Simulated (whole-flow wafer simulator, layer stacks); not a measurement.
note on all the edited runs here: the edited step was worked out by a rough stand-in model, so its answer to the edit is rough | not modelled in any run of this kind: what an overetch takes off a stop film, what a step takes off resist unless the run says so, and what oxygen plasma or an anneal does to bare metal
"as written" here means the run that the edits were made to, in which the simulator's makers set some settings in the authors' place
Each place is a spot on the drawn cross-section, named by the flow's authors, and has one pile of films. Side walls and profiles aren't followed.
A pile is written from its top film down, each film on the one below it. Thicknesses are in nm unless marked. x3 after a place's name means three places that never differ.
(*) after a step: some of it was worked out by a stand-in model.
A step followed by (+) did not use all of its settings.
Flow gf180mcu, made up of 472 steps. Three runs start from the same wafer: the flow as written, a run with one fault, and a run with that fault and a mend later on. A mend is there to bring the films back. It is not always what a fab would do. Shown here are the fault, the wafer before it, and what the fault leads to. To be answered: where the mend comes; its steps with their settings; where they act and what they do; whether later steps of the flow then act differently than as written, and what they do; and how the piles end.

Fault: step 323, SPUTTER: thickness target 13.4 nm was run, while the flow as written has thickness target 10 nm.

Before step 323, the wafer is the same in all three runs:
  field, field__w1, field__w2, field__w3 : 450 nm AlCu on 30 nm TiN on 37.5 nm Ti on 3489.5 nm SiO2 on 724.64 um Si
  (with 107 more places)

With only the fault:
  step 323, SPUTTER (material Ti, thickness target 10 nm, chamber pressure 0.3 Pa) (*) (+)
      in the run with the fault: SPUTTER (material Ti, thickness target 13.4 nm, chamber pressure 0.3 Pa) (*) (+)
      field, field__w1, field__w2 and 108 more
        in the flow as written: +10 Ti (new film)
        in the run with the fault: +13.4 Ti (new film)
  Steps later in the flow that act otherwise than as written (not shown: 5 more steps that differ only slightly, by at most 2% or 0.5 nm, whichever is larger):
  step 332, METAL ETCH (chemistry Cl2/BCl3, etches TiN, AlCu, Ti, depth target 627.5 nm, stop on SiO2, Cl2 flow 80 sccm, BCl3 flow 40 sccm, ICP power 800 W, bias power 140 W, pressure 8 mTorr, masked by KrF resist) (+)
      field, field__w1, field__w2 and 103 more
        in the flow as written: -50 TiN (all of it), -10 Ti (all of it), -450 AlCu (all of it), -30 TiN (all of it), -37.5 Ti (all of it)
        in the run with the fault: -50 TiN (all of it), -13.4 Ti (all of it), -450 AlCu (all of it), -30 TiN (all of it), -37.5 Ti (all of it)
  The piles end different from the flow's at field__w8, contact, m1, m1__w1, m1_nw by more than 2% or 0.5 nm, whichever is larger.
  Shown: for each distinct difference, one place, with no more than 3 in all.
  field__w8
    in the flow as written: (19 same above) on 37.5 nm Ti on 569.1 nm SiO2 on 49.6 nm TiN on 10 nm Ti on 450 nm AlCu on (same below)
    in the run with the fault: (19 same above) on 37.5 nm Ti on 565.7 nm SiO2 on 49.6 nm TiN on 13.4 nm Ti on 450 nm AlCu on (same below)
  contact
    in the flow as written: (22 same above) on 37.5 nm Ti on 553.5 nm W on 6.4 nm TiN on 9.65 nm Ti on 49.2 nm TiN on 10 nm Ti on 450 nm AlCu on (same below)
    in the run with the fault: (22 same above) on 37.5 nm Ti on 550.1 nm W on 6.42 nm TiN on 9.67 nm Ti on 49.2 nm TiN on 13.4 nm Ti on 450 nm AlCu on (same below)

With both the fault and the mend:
  The mend stands after step 323.
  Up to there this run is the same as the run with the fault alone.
  step 323a, METAL ETCH (chemistry Cl2/BCl3, etches TiN, AlCu, Ti, depth target 3.4 nm, Cl2 flow 80 sccm, BCl3 flow 40 sccm, ICP power 800 W, bias power 140 W, pressure 8 mTorr) (the flow's step 260, run once more with other settings)
      field, field__w1, field__w2 and 108 more
        -3.4 Ti
  Every later step of the flow that is run acts as written at every place that is followed.
  At every place that both follow, the piles at the end match the flow's.
